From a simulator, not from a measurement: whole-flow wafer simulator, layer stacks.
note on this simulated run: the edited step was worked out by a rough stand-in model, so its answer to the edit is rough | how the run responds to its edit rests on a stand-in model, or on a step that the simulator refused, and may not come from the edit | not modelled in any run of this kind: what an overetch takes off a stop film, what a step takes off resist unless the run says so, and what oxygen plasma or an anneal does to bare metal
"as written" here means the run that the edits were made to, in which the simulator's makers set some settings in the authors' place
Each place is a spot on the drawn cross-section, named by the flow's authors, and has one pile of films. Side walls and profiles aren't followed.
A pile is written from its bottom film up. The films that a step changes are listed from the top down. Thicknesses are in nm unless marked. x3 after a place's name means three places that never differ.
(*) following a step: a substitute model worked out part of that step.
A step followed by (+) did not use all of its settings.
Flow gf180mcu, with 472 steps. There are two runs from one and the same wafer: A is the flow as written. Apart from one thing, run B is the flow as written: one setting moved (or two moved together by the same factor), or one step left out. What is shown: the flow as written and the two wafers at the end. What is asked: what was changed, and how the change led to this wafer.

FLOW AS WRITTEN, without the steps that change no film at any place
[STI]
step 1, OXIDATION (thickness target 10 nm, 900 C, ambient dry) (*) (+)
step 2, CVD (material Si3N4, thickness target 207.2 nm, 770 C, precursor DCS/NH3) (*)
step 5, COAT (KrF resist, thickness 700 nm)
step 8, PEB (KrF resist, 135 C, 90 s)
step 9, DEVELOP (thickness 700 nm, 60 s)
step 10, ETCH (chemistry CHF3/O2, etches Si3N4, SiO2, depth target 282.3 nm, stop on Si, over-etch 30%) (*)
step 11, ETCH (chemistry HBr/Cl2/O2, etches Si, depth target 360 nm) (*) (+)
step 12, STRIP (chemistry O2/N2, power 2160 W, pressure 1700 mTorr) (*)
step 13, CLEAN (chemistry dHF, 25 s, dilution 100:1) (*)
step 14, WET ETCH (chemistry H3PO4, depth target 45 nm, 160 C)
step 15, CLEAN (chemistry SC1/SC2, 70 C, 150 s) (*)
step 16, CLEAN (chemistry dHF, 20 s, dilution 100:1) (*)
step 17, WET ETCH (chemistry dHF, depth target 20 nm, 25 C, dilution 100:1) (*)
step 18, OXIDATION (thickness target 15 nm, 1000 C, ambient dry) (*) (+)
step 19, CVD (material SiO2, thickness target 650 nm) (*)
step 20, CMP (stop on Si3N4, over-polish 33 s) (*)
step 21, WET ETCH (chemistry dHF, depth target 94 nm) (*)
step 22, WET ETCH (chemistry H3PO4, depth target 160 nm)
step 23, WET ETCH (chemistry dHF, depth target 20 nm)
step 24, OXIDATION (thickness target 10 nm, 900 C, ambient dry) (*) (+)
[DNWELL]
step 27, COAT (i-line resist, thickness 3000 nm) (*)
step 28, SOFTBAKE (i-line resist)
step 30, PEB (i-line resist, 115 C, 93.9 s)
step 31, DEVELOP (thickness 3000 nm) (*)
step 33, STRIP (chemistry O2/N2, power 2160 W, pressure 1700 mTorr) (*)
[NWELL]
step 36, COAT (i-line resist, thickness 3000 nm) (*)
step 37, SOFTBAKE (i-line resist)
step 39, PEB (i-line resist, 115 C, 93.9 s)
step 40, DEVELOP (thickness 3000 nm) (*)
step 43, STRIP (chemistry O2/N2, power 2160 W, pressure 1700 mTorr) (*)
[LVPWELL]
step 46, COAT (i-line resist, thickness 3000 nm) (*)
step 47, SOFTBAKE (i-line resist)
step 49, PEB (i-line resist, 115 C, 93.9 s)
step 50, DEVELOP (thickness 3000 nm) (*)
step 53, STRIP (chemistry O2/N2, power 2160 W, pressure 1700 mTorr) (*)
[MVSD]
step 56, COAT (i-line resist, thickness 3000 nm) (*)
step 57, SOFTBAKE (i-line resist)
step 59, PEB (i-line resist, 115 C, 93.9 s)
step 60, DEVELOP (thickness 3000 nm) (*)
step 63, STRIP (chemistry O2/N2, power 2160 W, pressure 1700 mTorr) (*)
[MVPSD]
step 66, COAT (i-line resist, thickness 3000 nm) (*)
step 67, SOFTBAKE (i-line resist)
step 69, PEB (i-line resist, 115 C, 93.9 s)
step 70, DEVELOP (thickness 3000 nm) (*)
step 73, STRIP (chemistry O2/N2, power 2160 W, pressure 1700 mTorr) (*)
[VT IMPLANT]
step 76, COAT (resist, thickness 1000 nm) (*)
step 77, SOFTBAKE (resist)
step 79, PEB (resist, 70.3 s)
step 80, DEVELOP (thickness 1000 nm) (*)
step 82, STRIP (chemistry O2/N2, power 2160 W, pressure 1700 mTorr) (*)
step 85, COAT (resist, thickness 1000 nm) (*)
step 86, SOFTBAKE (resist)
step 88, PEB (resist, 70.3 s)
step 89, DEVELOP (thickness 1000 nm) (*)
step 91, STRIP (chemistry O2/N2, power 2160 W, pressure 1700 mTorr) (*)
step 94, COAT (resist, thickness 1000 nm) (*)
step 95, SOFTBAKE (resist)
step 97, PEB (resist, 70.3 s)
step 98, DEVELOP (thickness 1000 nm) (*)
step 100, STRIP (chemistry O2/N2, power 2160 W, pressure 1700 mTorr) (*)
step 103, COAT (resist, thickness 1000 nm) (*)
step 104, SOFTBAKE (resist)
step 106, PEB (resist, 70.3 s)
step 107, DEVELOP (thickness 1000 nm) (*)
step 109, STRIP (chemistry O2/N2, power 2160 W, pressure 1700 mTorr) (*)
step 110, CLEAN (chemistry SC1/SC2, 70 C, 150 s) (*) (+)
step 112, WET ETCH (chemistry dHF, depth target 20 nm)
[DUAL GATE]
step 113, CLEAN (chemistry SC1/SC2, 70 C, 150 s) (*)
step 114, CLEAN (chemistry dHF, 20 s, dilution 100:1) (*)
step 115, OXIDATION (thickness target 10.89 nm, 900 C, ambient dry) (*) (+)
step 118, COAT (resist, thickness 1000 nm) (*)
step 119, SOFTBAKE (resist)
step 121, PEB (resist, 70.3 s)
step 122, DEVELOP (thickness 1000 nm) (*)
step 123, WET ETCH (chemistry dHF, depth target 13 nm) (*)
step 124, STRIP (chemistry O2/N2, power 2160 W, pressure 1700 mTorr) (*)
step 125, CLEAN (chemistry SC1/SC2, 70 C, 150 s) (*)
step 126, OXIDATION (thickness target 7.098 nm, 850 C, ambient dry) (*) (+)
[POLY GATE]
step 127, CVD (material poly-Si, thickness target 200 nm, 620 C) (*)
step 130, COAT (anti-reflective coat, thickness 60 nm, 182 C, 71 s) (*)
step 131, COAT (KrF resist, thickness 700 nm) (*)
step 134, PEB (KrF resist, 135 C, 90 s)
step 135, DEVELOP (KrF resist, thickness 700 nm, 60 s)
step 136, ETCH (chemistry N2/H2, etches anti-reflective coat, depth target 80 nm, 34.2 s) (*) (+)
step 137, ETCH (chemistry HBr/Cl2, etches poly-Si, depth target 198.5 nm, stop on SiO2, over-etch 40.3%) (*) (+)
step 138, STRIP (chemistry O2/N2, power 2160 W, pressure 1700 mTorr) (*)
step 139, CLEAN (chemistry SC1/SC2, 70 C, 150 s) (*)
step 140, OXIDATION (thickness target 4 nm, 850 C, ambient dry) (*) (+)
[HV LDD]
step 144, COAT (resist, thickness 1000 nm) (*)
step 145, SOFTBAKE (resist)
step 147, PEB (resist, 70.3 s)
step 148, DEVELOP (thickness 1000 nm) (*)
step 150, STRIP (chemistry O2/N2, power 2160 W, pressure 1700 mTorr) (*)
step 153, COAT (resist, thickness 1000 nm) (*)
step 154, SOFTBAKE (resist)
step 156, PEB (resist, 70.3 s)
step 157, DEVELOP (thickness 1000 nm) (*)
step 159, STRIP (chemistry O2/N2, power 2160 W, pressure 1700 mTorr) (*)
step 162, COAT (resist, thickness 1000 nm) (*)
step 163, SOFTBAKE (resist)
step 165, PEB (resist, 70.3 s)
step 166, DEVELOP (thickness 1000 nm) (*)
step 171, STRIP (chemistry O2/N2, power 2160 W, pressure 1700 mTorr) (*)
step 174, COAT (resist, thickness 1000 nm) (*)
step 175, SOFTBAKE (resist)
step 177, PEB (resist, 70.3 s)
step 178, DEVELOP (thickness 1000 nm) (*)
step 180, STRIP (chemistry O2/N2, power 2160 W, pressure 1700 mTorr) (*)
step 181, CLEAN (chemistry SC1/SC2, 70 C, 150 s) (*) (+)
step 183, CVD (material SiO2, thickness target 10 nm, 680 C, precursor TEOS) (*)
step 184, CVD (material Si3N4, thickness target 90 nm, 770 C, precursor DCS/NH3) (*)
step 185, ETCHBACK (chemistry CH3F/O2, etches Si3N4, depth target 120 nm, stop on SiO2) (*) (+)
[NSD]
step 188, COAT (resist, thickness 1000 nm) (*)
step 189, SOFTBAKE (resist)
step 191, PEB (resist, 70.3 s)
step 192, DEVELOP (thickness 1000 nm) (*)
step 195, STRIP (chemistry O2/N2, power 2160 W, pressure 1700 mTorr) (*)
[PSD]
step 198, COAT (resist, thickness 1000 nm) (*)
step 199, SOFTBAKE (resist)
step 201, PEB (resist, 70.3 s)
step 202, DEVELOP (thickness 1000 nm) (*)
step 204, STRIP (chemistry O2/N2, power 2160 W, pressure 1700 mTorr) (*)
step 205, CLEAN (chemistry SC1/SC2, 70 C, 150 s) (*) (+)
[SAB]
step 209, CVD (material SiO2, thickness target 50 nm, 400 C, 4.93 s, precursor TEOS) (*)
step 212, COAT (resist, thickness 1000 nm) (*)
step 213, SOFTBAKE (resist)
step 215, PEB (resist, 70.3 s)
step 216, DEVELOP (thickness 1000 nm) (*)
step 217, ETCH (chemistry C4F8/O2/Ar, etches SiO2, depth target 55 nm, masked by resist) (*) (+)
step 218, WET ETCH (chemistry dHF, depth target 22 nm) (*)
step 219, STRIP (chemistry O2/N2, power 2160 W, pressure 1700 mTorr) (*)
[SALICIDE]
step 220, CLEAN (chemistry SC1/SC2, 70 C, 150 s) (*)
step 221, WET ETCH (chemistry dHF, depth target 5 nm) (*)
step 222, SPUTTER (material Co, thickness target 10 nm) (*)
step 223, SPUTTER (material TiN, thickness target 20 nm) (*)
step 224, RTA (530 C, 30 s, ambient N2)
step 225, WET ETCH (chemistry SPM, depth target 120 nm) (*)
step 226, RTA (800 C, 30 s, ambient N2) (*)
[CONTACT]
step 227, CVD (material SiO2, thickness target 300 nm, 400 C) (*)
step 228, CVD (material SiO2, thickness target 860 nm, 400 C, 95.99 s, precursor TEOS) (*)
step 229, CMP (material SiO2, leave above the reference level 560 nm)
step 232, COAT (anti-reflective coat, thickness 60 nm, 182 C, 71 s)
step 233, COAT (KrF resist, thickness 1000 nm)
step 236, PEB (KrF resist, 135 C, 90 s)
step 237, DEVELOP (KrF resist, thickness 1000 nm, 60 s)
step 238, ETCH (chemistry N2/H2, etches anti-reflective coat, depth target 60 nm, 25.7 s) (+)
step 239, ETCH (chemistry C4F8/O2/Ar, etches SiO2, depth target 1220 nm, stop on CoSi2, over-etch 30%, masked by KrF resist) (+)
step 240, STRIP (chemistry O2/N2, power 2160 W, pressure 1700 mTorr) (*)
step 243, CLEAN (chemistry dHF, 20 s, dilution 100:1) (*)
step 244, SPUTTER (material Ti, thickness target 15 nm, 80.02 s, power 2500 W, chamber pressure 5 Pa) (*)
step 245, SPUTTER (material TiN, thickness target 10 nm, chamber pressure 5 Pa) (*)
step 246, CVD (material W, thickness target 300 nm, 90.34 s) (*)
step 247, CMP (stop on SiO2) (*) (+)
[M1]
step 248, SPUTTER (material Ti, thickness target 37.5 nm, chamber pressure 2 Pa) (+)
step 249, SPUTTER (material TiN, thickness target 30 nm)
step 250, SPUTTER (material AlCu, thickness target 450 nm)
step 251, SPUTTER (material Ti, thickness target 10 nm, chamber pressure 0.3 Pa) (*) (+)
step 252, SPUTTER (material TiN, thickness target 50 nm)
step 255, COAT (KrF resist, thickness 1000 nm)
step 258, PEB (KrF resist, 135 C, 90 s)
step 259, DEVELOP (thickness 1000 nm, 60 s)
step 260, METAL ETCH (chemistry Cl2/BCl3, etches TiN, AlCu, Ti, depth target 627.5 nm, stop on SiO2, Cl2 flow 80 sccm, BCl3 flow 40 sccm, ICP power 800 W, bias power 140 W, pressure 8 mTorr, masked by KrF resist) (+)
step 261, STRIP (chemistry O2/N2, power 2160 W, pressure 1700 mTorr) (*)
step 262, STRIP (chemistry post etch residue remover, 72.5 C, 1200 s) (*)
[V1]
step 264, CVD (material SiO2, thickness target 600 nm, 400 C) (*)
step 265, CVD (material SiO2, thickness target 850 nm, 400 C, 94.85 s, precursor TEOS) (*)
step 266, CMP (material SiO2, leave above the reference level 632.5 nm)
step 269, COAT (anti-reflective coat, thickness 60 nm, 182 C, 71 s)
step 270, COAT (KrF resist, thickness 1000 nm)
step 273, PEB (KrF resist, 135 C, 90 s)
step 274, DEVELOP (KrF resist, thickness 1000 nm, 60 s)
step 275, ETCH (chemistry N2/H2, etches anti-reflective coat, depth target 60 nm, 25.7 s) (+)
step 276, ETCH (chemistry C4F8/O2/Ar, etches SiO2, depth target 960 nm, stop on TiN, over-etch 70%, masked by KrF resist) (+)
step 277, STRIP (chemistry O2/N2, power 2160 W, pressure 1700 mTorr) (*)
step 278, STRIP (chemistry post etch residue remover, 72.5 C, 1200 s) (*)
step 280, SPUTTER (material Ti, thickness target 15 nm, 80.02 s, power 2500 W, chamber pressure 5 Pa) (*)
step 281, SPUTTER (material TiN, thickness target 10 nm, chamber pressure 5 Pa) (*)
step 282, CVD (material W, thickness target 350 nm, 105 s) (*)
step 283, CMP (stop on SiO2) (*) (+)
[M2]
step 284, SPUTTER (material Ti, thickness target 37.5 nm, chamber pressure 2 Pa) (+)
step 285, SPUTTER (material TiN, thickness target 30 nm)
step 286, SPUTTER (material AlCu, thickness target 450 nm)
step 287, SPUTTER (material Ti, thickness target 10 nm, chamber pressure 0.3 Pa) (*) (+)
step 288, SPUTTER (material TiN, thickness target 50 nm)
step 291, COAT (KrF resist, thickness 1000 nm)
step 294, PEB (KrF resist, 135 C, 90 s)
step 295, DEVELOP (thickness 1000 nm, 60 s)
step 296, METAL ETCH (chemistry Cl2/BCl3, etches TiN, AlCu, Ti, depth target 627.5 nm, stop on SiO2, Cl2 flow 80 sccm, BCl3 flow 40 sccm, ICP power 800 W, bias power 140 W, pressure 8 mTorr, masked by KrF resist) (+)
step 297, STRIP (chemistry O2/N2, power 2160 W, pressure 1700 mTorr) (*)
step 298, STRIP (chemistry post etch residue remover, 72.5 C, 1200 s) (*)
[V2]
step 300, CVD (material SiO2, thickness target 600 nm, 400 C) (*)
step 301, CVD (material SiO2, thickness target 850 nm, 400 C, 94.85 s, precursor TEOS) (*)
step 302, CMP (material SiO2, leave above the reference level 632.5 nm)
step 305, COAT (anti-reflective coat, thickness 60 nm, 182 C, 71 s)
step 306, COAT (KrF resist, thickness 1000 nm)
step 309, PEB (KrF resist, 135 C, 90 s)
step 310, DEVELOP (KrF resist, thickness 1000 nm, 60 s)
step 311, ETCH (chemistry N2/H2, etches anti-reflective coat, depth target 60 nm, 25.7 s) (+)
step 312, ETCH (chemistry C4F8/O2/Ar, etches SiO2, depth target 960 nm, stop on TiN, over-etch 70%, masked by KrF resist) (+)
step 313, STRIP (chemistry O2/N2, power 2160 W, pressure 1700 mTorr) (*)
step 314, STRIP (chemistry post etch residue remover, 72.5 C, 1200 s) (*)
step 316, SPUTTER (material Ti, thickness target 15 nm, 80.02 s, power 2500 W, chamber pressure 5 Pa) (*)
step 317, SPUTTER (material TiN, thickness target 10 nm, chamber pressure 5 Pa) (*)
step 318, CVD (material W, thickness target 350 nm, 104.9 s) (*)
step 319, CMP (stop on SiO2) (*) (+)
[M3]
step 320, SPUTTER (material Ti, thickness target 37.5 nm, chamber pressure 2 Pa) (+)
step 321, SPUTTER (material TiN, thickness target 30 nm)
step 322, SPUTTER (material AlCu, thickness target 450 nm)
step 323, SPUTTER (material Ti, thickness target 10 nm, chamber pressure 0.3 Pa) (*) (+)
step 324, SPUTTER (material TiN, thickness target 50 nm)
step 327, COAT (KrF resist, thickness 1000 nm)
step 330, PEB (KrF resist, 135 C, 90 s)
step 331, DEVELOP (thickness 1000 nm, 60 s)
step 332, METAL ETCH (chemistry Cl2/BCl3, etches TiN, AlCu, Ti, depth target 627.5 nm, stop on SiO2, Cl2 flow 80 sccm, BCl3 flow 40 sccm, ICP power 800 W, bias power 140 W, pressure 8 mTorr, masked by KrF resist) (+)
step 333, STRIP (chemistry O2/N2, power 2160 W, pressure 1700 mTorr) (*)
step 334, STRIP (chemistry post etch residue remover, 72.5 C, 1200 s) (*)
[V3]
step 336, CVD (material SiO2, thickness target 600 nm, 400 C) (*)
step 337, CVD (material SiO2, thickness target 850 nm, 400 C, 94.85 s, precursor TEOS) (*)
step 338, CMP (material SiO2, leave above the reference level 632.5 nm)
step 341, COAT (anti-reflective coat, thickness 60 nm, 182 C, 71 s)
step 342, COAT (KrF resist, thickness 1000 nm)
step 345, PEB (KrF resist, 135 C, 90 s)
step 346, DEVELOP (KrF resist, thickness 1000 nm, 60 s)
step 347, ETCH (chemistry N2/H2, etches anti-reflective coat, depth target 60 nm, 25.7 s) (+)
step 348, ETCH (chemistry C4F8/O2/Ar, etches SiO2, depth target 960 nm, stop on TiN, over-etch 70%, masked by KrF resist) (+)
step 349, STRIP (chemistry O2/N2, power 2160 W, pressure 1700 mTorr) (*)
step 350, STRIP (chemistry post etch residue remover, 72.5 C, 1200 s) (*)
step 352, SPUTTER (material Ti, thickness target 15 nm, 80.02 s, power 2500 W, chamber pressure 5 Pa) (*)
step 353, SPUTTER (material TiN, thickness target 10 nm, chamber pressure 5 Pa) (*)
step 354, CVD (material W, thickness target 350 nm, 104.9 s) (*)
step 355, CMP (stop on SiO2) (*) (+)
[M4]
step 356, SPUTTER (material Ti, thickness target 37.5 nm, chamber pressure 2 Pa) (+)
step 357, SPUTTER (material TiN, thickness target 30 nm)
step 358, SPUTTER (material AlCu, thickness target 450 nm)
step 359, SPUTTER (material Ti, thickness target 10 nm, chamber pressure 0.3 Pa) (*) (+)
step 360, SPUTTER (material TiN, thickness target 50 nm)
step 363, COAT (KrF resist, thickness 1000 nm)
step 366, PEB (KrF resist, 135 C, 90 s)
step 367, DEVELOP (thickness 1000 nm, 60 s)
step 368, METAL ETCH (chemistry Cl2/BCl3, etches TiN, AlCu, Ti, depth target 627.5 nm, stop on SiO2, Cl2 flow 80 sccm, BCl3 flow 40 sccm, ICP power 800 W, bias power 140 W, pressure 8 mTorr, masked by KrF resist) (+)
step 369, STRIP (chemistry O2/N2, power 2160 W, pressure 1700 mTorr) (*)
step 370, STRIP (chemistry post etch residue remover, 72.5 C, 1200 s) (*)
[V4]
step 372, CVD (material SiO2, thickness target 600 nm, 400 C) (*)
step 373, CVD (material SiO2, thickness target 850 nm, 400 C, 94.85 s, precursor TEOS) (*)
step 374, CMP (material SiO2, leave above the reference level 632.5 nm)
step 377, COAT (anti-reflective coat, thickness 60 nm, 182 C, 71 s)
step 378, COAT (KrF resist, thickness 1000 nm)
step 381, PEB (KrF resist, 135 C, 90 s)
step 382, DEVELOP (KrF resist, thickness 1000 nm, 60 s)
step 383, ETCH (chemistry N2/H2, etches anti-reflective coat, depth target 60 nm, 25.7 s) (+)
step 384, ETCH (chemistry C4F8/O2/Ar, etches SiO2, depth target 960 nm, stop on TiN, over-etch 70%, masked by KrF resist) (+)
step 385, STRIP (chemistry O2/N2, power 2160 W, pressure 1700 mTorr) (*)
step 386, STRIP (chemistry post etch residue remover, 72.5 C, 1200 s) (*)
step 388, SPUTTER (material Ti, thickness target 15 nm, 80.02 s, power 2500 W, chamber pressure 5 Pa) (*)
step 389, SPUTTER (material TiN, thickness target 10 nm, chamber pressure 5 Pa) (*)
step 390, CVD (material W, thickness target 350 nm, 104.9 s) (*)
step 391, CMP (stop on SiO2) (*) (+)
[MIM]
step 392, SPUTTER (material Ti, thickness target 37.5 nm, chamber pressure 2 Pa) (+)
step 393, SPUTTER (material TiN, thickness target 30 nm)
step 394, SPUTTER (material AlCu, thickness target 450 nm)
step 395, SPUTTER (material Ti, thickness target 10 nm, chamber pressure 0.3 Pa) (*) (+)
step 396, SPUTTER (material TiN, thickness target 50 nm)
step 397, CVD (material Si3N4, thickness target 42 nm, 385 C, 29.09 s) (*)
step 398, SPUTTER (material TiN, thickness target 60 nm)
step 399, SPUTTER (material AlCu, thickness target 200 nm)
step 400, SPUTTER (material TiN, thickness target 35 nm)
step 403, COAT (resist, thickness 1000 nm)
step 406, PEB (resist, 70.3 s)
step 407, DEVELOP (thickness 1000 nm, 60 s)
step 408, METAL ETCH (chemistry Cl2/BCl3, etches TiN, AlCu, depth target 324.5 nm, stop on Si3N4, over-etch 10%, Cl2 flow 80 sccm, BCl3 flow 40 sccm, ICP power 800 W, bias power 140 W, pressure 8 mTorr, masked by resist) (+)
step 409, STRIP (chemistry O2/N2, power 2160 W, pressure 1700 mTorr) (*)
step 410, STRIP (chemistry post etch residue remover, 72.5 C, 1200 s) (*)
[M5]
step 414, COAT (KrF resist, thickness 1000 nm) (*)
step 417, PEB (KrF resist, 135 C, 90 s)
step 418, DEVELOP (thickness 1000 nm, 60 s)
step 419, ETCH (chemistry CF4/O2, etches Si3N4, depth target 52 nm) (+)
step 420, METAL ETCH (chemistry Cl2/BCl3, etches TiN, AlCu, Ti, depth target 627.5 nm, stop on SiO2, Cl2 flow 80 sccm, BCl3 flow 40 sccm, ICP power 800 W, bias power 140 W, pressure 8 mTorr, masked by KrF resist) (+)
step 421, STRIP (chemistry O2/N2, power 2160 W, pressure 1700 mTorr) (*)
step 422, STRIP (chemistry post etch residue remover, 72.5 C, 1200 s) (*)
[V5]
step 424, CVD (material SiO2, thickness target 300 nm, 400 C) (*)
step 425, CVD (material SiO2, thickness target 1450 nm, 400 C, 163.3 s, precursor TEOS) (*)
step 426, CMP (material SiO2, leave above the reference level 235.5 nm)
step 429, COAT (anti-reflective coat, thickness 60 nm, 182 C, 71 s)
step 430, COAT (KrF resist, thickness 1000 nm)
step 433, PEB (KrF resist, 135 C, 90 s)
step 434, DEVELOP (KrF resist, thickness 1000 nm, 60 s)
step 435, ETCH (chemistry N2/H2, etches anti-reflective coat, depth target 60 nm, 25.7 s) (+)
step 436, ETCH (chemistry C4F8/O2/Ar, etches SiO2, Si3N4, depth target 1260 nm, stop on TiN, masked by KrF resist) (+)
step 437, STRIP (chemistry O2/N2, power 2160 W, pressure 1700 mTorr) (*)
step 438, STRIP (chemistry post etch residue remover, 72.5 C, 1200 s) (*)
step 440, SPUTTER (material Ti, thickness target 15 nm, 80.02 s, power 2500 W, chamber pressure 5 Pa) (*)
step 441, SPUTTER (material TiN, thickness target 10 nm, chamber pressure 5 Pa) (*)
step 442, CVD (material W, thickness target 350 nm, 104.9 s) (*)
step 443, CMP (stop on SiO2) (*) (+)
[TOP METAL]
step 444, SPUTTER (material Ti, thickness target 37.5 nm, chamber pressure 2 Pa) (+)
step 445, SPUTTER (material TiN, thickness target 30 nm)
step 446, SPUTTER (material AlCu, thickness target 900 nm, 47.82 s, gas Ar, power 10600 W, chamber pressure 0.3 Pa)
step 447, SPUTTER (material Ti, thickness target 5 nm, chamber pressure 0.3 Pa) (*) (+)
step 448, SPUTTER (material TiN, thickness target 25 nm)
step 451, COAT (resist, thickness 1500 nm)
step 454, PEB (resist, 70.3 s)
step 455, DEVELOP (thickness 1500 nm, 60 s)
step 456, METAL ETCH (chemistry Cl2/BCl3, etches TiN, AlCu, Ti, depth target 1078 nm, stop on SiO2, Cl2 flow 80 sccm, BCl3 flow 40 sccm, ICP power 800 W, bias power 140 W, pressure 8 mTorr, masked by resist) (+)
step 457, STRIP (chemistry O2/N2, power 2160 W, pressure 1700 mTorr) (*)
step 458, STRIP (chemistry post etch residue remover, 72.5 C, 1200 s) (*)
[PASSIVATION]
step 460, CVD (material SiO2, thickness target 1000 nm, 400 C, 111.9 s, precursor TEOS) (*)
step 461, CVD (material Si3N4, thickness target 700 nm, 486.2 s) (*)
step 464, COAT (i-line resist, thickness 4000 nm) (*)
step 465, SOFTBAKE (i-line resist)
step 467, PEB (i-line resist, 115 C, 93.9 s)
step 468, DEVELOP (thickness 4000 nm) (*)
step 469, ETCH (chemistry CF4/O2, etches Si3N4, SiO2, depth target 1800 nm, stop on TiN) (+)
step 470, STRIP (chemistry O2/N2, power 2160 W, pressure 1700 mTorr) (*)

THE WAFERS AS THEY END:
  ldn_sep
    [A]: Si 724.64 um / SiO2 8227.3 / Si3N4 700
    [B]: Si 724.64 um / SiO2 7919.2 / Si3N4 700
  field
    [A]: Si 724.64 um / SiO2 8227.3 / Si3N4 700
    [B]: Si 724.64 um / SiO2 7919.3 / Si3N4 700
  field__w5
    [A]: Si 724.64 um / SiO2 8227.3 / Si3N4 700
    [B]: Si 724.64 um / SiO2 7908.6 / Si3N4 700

What caused this: step 425, CVD: thickness target 834 nm was run, while the flow as written has thickness target 1450 nm; step 425, CVD: 93.89 s was run, where the flow has 163.3 s.

The path from the change to this, step by step:
  step 425, CVD (material SiO2, thickness target 1450 nm, 400 C, 163.3 s, precursor TEOS) (*)
      field, field__w1, field__w4 and 100 more: A SiO2 gains 1450 | B SiO2 gains 841.6
      field__w2, field__w3, field__w12 and 6 more: A SiO2 gains 1421.8 | B SiO2 gains 825.8
  step 426, CMP (material SiO2, leave above the reference level 235.5 nm)
      field, field__w1, field__w5 and 92 more: A SiO2 loses 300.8 | B nothing
      field__w2, field__w3, field__w12 and 6 more: A SiO2 loses 272.7 | B nothing
      (and at 8 other places as well)
  step 429, COAT (anti-reflective coat, thickness 60 nm, 182 C, 71 s)
      p_well, sti, spacer, sd_n, pad, dice_street, nplus_u: A anti-reflective coat gains 60 (new film) | B anti-reflective coat gains 62.3 (new film)
      field_sub, ld_fp_n, ld_drift_n, ld_drn_n, gate_p_hv: A anti-reflective coat gains 60 (new film) | B anti-reflective coat gains 61.3 (new film)
      (and at 51 other places as well)
  step 430, COAT (KrF resist, thickness 1000 nm)
      field: A KrF resist gains 1000 (new film) | B KrF resist gains 936.7 (new film)
      field__w7: A KrF resist gains 1000 (new film) | B KrF resist gains 1076.3 (new film)
      (and at 26 other places as well)
  step 433, PEB (KrF resist, 135 C, 90 s)
      ppoly_u, npoly_sal, nw_enc_fld_lv: A KrF resist loses 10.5 | B KrF resist loses 11.5
      polyc_n, polyc_p_rim: A KrF resist loses 10.5 | B KrF resist loses 13.6
      (and at 16 other places as well)
  step 434, DEVELOP (KrF resist, thickness 1000 nm, 60 s)
      contact: A KrF resist loses 989.5 (all of it) | B KrF resist loses 813.1 (all of it)
  step 435, ETCH (chemistry N2/H2, etches anti-reflective coat, depth target 60 nm, 25.7 s) (+)
      contact: A anti-reflective coat loses 60 (all of it), SiO2 loses 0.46 | B anti-reflective coat loses 12.6 (all of it), SiO2 loses 1.68
  step 437, STRIP (chemistry O2/N2, power 2160 W, pressure 1700 mTorr) (*)
      p_well, sti, spacer, sd_n, pad, dice_street: A KrF resist loses 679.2 (all of it), anti-reflective coat loses 60 (all of it) | B KrF resist loses 679.7 (all of it), anti-reflective coat loses 62.3 (all of it)
      field: A KrF resist loses 679.2 (all of it), anti-reflective coat loses 60 (all of it) | B KrF resist loses 616.9 (all of it), anti-reflective coat loses 208.2 (all of it)
      (and at 56 other places as well)
  step 440, SPUTTER (material Ti, thickness target 15 nm, 80.02 s, power 2500 W, chamber pressure 5 Pa) (*)
      field__w2: A Ti gains 15 (new film) | B Ti gains 14.3 (new film)
      contact: A Ti gains 8.12 (new film) | B Ti gains 9.7 (new film)
  step 441, SPUTTER (material TiN, thickness target 10 nm, chamber pressure 5 Pa) (*)
      contact: A TiN gains 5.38 (new film) | B TiN gains 6.44 (new film)
  step 442, CVD (material W, thickness target 350 nm, 104.9 s) (*)
      contact: A W gains 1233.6 (new film) | B W gains 923.4 (new film)
  step 443, CMP (stop on SiO2) (*) (+)
      field__w3, field__w12, npoly_sal, ppoly_sal, nw_sep_fld, gate_hv5, gate_p_hv5, sti_nw: A W loses 350 (all of it), TiN loses 10 (all of it), Ti loses 15 (all of it), SiO2 loses 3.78 | B W loses 350 (all of it), TiN loses 10 (all of it), Ti loses 3.47
      field__w2: A W loses 350 (all of it), TiN loses 10 (all of it), Ti loses 15 (all of it), SiO2 loses 3.78 | B W loses 350.6 (all of it), TiN loses 9.5 (all of it), Ti loses 2.78
      (and at 7 other places as well)
  step 444, SPUTTER (material Ti, thickness target 37.5 nm, chamber pressure 2 Pa) (+)
      field__w2, field__w3, field__w12 and 6 more: A Ti gains 37.5 (new film) | B Ti gains 37.1
  step 445, SPUTTER (material TiN, thickness target 30 nm)
      field__w2, field__w3, field__w12 and 6 more: A TiN gains 30 (new film) | B TiN gains 29.2 (new film)
  step 447, SPUTTER (material Ti, thickness target 5 nm, chamber pressure 0.3 Pa) (*) (+)
      field__w2: A Ti gains 5 (new film) | B Ti gains 4.43 (new film)
  step 448, SPUTTER (material TiN, thickness target 25 nm)
      field__w3, field__w12, npoly_sal, ppoly_sal, nw_sep_fld, gate_hv5, gate_p_hv5, sti_nw: A TiN gains 25 (new film) | B TiN gains 24.3 (new film)
      field__w2: A TiN gains 25 (new film) | B TiN gains 22 (new film)
  ... 9 other steps ...
  step 470, STRIP (chemistry O2/N2, power 2160 W, pressure 1700 mTorr) (*)
      field__w8, m1__w1: A i-line resist loses 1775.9 (all of it) | B i-line resist loses 1492.4 (all of it)
      m1: A i-line resist loses 1798.9 (all of it) | B i-line resist loses 1506 (all of it)
      (and at 3 other places as well)
